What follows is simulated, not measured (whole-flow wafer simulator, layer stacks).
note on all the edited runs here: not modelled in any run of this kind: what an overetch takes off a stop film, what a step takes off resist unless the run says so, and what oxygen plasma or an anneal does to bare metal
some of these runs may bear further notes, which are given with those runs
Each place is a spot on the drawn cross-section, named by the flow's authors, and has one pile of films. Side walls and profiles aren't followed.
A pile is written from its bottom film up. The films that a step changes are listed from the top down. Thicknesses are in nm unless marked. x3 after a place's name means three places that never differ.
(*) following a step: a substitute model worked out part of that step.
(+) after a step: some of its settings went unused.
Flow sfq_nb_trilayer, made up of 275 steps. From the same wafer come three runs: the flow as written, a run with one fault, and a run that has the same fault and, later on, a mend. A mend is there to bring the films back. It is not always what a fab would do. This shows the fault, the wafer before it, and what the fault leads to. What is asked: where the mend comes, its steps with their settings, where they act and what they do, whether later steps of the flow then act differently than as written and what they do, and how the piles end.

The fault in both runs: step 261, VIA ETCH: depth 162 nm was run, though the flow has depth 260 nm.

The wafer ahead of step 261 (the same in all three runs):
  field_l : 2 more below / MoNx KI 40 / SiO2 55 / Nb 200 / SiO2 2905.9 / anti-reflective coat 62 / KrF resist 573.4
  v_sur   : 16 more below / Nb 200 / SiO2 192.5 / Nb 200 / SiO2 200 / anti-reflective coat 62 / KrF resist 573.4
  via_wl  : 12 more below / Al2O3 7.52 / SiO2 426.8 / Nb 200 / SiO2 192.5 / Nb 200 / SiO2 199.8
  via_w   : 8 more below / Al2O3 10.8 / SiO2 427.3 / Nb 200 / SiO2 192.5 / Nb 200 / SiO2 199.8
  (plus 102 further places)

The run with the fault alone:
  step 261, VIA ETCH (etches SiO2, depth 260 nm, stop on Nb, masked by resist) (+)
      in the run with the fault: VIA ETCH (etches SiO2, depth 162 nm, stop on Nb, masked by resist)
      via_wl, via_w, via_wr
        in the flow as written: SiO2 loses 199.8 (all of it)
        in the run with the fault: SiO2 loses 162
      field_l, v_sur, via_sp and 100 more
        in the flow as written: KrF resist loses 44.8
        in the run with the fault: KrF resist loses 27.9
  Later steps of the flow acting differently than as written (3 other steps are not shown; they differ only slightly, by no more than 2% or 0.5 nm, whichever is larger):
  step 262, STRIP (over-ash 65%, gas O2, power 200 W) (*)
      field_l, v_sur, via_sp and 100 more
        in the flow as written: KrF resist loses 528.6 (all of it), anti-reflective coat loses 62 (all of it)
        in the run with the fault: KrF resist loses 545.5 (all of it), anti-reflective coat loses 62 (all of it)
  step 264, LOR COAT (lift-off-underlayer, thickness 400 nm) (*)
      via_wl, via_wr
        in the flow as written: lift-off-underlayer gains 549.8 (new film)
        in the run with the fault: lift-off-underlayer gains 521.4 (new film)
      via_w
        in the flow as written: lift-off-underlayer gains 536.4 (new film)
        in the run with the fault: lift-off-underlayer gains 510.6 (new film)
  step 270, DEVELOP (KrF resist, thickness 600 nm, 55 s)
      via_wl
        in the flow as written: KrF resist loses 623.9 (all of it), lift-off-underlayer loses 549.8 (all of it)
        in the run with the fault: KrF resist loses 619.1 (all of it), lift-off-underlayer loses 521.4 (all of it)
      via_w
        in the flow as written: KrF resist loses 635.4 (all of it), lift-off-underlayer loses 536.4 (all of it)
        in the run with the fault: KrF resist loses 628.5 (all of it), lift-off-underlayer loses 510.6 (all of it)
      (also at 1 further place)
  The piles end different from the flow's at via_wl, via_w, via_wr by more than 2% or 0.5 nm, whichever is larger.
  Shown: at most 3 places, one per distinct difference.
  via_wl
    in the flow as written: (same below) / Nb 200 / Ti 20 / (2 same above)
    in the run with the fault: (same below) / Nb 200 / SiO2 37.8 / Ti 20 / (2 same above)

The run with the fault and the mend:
  After step 261 comes the mend.
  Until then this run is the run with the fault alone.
  step 261a, VIA ETCH (etches SiO2, depth 98 nm, stop on Nb, masked by resist) (+) (the flow's step 261, run once more with other settings)
      field_l, v_sur, via_sp and 100 more
        KrF resist loses 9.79
      via_wl, via_w, via_wr
        SiO2 loses 37.8 (all of it)
  None of the later steps of the flow differs from how it acts as written, at any place that is followed, by more than 2% or 0.5 nm, whichever is larger.
  By the end, the piles equal the flow's at every place that both follow.
